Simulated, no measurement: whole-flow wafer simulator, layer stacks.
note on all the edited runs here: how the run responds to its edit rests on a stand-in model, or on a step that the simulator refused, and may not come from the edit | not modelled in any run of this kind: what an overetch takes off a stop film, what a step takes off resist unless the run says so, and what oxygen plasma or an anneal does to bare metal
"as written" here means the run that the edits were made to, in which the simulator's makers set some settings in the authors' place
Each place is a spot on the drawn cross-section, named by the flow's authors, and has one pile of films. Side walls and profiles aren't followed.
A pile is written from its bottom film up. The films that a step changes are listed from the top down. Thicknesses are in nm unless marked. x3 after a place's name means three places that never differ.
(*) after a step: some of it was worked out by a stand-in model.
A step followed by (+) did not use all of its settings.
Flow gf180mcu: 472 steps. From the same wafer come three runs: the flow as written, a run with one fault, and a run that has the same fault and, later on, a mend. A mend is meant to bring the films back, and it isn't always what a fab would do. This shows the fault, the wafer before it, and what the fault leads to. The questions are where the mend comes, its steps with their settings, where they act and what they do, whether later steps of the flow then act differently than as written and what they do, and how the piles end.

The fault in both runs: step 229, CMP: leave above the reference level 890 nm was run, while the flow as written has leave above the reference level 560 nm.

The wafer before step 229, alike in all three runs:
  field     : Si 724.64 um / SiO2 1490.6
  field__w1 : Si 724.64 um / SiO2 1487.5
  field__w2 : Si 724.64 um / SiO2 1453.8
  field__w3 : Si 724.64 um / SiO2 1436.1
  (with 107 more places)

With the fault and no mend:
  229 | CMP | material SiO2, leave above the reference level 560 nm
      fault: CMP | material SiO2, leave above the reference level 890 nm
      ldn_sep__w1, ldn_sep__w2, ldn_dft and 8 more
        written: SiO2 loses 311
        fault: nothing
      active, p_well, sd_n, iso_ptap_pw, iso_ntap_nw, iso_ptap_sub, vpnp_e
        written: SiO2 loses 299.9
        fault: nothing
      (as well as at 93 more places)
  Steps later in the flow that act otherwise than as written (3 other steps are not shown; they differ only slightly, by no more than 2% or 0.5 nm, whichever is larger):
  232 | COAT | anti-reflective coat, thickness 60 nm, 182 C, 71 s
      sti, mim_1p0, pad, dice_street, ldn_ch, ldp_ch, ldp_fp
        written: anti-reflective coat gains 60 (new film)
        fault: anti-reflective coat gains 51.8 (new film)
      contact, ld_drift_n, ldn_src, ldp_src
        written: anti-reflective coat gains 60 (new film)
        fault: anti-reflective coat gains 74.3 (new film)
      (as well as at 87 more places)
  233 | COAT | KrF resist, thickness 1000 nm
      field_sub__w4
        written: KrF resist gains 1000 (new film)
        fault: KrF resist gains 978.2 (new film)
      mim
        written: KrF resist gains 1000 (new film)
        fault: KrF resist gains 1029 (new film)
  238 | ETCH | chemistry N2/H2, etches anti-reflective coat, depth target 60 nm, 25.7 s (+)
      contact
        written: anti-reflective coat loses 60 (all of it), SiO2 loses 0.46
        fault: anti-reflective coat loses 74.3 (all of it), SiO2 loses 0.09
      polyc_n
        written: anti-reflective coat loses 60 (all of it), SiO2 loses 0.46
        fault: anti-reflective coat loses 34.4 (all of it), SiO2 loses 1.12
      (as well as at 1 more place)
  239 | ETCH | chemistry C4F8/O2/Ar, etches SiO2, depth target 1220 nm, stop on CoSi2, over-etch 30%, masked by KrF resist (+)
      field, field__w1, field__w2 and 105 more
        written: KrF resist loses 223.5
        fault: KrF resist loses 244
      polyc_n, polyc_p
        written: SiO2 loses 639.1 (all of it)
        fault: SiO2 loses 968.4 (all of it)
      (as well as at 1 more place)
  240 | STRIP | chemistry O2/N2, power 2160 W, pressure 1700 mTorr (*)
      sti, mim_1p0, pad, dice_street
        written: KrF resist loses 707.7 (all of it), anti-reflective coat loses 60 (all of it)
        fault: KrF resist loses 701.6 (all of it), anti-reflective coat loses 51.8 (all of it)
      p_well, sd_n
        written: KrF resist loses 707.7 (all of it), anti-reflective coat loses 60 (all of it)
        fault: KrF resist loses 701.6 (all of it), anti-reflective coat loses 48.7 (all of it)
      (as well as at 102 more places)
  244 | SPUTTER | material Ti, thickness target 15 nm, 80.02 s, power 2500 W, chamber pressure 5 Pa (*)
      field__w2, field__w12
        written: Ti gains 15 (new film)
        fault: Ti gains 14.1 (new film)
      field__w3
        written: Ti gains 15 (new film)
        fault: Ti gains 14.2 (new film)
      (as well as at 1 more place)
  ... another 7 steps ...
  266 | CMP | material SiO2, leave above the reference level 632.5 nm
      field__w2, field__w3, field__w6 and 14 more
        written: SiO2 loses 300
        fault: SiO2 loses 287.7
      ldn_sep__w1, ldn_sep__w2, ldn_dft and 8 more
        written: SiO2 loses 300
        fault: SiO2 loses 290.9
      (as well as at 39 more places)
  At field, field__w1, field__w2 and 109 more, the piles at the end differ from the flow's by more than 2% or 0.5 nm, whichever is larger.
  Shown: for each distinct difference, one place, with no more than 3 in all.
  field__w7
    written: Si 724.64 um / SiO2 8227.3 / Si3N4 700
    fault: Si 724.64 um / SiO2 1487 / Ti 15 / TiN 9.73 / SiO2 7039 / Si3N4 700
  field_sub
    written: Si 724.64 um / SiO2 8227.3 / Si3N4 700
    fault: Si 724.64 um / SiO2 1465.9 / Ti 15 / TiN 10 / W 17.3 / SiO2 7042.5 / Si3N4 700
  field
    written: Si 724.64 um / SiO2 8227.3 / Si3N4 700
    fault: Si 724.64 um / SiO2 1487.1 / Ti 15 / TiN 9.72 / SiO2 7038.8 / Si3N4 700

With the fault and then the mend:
  After step 237 comes the mend.
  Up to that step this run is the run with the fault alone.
  237a | STRIP | chemistry O2/N2, power 2160 W, pressure 1700 mTorr (*)
      sti, mim_1p0, pad, dice_street
        KrF resist loses 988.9 (all of it), anti-reflective coat loses 51.8 (all of it)
      p_well, sd_n
        KrF resist loses 988.9 (all of it), anti-reflective coat loses 48.7 (all of it)
      ldn_sep__w2, ldp_sep__w1
        KrF resist loses 975.5 (all of it), anti-reflective coat loses 61.8 (all of it)
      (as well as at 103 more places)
  237b | CMP | material SiO2, leave above the reference level 560 nm (the flow's step 229 again)
      field__w5, field__w9, n_well and 35 more
        SiO2 loses 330
      ldn_sep__w1, ldn_sep__w2, ldn_dft and 8 more
        SiO2 loses 311
      active, p_well, sd_n, iso_ptap_pw, iso_ntap_nw, iso_ptap_sub, vpnp_e
        SiO2 loses 299.9
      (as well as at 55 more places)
  237c | HMDS | 120 C, 60 s (the flow's step 231 again)
      leaves every film unchanged at each place that is followed
  237d | COAT | anti-reflective coat, thickness 60 nm, 182 C, 71 s (the flow's step 232 again)
      field, field__w1, field__w2 and 108 more
        anti-reflective coat gains 60 (new film)
  237e | COAT | KrF resist, thickness 1000 nm (the flow's step 233 again)
      field, field__w1, field__w2 and 108 more
        KrF resist gains 1000 (new film)
  237f | SOFTBAKE | KrF resist (the flow's step 234 again)
      leaves every film unchanged at each place that is followed
  237g | EXPOSE | photomask Contact (the flow's step 235 again)
      leaves every film unchanged at each place that is followed
  237h | PEB | KrF resist, 135 C, 90 s (the flow's step 236 again)
      field, field__w1, field__w2 and 108 more
        KrF resist loses 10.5
  237i | DEVELOP | KrF resist, thickness 1000 nm, 60 s (the flow's step 237 again)
      field, field__w1, field__w2 and 105 more
        KrF resist loses 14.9
      contact, polyc_n, polyc_p
        KrF resist loses 989.5 (all of it)
  Every later step of the flow that is run acts as written at every place that is followed.
  The piles end the same as the flow's at every place that both follow.
